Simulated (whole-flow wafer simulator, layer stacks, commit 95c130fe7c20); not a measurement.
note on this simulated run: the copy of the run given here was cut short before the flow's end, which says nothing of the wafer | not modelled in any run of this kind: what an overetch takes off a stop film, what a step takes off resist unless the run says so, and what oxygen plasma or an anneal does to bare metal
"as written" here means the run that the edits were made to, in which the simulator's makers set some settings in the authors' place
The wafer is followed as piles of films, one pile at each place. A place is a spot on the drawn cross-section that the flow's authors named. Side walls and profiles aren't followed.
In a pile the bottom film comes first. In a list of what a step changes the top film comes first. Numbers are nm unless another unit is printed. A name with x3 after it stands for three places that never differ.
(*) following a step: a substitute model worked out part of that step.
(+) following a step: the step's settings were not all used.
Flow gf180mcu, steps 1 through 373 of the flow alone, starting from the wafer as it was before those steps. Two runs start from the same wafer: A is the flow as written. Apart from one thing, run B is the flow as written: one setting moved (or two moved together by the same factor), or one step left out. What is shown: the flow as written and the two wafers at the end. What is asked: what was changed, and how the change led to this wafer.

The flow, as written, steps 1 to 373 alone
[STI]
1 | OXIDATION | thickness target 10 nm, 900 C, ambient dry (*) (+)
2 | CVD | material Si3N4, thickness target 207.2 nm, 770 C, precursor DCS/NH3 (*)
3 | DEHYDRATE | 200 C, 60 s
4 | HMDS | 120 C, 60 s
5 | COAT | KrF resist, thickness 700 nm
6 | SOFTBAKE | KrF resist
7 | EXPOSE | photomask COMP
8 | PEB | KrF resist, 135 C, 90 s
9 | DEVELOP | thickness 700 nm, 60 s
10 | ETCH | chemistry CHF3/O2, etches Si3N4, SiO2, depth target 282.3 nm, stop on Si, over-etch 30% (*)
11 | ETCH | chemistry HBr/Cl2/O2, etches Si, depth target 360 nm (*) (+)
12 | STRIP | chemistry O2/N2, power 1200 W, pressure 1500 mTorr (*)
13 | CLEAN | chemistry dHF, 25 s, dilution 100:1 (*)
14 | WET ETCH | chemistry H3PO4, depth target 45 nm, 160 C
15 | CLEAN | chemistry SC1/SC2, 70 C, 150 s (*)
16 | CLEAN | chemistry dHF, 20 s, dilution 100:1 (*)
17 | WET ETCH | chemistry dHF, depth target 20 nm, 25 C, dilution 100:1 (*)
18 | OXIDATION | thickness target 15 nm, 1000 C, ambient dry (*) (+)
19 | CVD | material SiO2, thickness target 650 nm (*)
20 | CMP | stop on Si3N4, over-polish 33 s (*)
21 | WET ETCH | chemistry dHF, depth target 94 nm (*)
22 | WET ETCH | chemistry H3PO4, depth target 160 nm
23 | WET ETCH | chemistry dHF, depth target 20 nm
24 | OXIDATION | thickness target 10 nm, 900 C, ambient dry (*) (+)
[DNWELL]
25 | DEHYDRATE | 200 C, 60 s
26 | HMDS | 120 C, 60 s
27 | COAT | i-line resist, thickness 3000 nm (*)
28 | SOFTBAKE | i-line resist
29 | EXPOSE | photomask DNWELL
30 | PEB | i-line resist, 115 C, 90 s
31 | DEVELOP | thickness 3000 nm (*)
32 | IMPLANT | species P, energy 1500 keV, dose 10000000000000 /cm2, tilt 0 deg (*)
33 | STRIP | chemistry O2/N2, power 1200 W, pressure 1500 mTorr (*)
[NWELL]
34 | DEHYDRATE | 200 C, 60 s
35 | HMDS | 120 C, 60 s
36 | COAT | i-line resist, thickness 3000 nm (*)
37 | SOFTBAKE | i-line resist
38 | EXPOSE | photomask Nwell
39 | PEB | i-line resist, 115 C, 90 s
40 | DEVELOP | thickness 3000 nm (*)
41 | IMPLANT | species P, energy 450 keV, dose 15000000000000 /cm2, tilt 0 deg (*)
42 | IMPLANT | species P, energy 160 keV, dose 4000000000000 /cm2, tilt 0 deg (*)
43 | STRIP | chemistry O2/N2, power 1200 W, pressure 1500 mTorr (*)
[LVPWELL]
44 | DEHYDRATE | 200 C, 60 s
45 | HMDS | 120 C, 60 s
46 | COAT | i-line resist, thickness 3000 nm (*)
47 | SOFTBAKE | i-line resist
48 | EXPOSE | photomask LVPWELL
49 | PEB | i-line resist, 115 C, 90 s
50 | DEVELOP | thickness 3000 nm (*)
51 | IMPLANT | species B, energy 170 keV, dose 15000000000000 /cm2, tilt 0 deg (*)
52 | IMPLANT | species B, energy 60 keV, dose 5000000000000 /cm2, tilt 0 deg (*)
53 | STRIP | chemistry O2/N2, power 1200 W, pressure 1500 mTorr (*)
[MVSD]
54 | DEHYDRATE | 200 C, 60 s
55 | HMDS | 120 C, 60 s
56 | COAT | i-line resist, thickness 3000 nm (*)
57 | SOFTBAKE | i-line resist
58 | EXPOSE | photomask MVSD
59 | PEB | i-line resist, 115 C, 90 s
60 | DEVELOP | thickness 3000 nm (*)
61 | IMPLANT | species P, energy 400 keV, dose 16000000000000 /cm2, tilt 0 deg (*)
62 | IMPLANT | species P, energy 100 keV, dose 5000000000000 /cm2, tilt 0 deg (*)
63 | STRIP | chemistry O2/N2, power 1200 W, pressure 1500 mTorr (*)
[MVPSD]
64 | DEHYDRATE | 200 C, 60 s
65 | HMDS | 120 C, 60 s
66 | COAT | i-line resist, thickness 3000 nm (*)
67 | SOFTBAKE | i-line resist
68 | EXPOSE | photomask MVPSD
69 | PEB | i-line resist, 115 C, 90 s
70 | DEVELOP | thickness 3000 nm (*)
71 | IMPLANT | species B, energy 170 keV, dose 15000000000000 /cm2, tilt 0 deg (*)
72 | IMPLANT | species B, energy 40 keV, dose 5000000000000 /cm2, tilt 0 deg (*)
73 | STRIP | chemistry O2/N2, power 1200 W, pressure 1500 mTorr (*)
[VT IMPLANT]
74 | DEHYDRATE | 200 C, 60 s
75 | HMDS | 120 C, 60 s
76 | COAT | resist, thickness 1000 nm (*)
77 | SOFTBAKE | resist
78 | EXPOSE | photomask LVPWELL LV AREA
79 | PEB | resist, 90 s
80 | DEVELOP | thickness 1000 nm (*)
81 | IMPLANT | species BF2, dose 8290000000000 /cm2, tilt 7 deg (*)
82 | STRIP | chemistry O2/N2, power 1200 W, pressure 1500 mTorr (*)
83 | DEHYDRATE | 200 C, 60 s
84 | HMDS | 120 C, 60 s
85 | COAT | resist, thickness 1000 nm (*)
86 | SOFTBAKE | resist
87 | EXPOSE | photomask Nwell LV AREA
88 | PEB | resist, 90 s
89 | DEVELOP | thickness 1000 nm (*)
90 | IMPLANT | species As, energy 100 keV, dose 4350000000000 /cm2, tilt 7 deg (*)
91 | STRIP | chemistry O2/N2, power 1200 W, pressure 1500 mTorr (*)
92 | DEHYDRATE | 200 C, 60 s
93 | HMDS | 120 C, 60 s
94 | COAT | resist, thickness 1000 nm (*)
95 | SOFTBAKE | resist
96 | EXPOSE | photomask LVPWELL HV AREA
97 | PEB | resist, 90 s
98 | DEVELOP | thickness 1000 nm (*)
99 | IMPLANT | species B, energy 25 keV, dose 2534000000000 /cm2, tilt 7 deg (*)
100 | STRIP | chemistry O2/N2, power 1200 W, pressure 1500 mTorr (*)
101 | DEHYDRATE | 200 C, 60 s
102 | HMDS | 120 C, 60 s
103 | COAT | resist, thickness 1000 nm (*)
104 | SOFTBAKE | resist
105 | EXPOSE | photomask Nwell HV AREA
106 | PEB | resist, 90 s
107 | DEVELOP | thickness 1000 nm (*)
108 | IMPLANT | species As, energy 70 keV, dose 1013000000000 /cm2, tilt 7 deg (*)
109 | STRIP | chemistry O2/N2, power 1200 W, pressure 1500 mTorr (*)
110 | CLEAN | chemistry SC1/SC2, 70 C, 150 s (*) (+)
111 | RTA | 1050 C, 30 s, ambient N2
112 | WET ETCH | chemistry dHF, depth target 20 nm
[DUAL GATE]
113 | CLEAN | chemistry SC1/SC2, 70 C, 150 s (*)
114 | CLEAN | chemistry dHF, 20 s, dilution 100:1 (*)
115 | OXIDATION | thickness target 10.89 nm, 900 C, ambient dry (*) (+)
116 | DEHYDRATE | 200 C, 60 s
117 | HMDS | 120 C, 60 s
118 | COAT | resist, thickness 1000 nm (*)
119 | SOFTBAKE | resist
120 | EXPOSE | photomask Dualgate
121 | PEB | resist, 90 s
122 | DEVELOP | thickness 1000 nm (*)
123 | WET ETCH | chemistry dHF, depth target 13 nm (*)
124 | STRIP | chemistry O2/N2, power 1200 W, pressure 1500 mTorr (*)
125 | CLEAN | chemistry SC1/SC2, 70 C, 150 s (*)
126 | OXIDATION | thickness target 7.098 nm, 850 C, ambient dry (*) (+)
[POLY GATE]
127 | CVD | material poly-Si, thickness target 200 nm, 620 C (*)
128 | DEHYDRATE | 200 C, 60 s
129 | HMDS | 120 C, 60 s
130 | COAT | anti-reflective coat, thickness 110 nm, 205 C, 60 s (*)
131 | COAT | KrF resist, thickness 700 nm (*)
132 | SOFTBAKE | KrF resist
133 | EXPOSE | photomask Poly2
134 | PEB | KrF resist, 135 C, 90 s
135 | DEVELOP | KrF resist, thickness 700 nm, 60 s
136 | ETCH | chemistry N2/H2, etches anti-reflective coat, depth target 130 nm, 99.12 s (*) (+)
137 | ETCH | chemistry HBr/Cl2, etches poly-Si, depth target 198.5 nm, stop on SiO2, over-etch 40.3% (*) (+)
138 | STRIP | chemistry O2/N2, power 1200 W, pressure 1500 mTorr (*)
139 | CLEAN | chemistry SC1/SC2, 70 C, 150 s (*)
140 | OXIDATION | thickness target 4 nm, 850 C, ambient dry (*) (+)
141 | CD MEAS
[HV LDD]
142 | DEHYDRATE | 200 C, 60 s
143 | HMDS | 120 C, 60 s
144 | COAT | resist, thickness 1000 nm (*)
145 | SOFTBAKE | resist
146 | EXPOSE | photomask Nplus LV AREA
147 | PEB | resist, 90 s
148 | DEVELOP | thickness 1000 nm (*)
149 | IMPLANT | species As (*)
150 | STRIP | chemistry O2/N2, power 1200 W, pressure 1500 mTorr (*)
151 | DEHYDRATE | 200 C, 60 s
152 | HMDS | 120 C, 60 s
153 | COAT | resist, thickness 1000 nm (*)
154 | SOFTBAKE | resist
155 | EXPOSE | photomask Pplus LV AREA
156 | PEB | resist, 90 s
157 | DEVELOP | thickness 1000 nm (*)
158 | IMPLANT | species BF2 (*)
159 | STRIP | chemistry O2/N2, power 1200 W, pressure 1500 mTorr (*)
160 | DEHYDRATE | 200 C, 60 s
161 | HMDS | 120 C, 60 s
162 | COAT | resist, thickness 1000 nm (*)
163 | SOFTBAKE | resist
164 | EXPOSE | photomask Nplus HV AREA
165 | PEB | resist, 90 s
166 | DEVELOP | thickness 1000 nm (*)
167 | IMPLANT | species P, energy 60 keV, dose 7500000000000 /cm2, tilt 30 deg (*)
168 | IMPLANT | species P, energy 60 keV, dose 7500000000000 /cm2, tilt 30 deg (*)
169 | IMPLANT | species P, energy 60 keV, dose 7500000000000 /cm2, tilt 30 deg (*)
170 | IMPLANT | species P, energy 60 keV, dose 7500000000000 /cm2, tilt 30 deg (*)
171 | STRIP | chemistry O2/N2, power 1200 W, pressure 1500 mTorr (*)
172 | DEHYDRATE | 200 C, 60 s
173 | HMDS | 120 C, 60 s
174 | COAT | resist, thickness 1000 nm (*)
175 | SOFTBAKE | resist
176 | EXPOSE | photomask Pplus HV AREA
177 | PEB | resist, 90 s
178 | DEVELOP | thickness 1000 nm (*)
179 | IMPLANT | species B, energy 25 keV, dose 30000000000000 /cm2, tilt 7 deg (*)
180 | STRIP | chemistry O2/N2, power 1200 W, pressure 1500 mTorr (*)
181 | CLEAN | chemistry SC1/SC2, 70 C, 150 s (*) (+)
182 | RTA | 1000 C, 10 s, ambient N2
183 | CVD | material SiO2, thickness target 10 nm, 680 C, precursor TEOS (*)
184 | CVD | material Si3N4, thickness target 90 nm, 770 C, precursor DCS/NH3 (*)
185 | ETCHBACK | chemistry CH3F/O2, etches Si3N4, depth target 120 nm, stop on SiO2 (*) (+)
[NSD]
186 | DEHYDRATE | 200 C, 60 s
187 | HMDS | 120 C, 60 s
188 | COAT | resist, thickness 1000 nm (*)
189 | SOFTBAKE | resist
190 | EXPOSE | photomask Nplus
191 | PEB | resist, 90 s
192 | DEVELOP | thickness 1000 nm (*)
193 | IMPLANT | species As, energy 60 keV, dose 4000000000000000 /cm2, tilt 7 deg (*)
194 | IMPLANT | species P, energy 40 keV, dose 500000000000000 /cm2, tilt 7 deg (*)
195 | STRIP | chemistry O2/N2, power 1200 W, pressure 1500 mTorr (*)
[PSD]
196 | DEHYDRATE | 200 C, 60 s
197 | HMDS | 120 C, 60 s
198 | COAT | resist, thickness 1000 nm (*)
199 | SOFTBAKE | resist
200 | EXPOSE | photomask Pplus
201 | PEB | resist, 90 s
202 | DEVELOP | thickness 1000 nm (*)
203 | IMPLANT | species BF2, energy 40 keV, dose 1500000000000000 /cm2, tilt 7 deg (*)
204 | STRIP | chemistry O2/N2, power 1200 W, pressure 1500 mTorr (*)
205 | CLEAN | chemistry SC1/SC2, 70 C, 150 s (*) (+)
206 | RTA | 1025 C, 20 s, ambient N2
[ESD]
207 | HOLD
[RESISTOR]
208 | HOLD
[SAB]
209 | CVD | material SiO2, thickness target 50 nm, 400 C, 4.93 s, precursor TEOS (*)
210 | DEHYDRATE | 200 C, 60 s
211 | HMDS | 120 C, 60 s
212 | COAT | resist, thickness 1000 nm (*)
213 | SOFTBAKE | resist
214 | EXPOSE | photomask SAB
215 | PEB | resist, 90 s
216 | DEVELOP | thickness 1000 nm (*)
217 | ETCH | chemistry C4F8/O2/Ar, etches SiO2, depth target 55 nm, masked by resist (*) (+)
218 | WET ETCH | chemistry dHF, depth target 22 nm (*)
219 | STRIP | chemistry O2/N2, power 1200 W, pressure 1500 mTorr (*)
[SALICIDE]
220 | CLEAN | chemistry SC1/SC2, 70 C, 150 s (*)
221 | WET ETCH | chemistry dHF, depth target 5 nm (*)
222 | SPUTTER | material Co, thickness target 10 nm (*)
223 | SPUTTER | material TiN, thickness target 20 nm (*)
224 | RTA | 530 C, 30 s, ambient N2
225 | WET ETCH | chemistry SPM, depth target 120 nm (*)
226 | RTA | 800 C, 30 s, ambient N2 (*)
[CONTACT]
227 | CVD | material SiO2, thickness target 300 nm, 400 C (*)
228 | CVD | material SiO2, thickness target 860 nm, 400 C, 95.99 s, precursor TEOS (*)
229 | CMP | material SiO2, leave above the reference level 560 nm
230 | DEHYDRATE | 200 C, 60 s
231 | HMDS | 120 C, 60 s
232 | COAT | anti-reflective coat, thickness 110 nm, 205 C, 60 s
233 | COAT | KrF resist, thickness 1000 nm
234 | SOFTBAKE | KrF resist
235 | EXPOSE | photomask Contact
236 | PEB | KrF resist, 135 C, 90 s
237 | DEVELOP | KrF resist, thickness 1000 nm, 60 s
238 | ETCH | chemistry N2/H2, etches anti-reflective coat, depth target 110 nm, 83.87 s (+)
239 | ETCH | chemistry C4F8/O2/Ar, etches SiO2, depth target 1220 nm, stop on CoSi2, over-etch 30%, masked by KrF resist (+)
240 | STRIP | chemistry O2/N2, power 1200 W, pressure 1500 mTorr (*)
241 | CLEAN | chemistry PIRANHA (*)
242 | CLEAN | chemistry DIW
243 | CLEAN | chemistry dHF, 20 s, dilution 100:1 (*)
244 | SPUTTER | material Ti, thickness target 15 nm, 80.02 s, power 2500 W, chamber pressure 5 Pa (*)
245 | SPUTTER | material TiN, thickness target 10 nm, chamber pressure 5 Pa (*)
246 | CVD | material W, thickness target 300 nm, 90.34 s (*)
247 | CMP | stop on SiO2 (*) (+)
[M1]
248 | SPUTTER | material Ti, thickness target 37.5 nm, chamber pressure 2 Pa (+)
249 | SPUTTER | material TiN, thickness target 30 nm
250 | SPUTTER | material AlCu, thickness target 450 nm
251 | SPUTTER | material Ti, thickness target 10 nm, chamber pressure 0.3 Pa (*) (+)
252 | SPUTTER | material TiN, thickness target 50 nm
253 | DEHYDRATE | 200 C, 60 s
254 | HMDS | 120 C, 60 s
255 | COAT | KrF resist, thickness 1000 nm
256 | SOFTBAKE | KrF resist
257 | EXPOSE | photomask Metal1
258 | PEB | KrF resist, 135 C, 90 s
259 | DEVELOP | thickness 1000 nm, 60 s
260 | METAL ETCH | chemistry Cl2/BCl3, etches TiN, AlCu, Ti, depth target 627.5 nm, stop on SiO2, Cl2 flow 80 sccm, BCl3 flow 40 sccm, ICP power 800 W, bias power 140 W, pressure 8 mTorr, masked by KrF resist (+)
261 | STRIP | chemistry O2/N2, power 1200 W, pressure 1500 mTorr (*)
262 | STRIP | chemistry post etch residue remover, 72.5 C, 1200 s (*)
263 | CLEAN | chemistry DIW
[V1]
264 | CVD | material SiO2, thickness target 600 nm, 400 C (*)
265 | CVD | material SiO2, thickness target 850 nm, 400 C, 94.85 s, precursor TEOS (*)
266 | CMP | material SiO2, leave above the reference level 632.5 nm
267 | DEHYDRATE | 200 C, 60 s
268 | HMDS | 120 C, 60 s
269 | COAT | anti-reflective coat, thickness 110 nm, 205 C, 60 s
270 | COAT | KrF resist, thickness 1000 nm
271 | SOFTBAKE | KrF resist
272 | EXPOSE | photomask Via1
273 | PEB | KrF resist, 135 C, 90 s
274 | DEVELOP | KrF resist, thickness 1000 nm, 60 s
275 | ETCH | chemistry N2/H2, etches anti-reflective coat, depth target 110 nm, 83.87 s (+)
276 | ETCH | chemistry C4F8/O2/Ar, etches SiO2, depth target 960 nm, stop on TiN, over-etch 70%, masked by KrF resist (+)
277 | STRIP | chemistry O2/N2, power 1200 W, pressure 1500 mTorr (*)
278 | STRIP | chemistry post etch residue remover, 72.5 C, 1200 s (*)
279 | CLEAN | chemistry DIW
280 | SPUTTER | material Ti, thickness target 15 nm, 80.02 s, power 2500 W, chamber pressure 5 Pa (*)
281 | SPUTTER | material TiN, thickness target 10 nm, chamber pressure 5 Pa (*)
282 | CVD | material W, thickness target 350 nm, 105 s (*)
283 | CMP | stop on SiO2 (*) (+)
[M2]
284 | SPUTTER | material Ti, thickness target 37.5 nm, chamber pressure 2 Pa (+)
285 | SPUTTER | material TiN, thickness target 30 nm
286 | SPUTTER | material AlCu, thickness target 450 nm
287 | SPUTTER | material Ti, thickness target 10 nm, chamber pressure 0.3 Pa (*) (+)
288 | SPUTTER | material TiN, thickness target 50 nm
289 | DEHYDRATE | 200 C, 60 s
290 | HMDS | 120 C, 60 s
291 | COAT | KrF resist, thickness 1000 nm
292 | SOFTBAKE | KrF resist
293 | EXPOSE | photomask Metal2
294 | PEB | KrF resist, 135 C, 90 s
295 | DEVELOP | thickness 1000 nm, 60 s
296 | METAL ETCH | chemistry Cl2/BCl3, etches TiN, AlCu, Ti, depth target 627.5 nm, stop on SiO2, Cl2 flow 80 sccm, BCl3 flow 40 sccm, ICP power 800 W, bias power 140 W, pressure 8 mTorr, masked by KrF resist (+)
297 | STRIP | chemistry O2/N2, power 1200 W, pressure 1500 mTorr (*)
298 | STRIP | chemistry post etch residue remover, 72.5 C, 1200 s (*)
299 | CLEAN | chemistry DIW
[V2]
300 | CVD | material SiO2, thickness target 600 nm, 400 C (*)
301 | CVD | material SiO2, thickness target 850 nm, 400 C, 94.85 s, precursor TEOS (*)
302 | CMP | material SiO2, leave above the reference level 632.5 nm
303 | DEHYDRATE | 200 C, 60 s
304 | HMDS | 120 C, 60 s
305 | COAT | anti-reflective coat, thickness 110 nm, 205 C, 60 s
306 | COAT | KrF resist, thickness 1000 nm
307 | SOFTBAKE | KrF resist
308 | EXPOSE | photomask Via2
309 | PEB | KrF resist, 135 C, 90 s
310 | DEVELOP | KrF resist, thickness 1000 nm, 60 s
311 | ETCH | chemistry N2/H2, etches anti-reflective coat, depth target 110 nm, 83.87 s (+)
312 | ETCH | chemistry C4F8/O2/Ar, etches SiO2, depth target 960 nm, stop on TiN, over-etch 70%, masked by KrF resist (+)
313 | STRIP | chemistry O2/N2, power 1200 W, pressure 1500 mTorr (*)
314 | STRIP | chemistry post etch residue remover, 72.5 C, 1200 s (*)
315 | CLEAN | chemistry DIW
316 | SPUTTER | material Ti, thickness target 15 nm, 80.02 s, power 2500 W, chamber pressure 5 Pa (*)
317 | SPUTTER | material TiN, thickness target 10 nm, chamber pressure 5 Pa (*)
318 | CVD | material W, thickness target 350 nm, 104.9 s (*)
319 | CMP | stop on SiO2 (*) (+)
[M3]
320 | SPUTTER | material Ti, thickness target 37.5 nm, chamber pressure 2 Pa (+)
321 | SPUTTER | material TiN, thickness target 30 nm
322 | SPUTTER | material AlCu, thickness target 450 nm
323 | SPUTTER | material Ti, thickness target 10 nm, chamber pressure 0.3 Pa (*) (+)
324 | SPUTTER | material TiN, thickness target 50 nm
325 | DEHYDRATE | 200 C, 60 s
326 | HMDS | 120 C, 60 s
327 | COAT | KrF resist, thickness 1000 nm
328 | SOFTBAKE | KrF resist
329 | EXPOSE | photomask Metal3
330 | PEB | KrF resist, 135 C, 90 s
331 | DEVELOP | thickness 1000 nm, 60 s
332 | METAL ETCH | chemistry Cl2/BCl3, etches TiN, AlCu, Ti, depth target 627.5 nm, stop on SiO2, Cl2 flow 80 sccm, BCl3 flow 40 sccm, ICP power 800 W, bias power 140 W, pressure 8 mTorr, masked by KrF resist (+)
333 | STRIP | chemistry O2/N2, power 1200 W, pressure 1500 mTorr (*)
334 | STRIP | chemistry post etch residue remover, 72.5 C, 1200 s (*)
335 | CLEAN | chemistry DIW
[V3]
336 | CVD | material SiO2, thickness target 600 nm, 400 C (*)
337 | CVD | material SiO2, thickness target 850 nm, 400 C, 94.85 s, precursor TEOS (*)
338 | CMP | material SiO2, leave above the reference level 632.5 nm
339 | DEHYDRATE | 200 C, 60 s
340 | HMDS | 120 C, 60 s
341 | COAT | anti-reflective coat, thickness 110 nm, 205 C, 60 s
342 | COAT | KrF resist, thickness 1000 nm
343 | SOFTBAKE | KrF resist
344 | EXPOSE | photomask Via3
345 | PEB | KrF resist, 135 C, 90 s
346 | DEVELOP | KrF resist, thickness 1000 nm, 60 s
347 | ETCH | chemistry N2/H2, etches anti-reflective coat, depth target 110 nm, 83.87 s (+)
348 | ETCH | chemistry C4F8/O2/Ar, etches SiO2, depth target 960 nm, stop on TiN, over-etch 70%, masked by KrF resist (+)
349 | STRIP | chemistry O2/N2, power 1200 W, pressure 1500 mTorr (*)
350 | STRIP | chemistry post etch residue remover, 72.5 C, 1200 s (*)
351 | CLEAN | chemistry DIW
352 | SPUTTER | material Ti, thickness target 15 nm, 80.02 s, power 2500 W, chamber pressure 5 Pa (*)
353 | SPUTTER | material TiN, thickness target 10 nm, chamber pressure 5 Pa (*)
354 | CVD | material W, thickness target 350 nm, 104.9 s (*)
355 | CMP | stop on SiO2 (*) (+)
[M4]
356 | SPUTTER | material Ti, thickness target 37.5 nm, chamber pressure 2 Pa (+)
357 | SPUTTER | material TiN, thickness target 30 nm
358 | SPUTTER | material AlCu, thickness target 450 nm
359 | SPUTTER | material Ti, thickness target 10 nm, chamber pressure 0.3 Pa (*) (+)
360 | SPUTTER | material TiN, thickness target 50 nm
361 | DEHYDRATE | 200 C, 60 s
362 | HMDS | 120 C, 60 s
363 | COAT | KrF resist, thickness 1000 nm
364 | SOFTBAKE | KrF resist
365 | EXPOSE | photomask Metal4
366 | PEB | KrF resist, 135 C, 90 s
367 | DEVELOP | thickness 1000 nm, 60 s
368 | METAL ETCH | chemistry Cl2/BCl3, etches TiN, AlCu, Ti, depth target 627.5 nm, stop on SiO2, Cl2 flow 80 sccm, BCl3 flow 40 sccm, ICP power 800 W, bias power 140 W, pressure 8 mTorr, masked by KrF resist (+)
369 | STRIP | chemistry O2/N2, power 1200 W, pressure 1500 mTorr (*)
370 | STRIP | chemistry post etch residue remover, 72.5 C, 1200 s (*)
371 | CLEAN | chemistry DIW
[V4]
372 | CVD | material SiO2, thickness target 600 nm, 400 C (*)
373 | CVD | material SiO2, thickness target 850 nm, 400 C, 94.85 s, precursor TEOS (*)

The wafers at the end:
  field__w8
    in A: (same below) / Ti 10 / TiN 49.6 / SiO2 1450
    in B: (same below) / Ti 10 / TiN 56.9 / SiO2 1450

The reason: step 360, SPUTTER: thickness target 57.3 nm was run, while the flow as written has thickness target 50 nm.

How this came from the change, step by step:
  360 | SPUTTER | material TiN, thickness target 50 nm
      field, field__w1, field__w2 and 108 more: A TiN gains 50 (new film) | B TiN gains 57.3 (new film)
  368 | METAL ETCH | chemistry Cl2/BCl3, etches TiN, AlCu, Ti, depth target 627.5 nm, stop on SiO2, Cl2 flow 80 sccm, BCl3 flow 40 sccm, ICP power 800 W, bias power 140 W, pressure 8 mTorr, masked by KrF resist (+)
      field, field__w1, field__w2 and 103 more: A TiN loses 50 (all of it), Ti loses 10 (all of it), AlCu loses 450 (all of it), TiN loses 30 (all of it), Ti loses 37.5 (all of it) | B TiN loses 57.3 (all of it), Ti loses 10 (all of it), AlCu loses 450 (all of it), TiN loses 30 (all of it), Ti loses 37.5 (all of it)
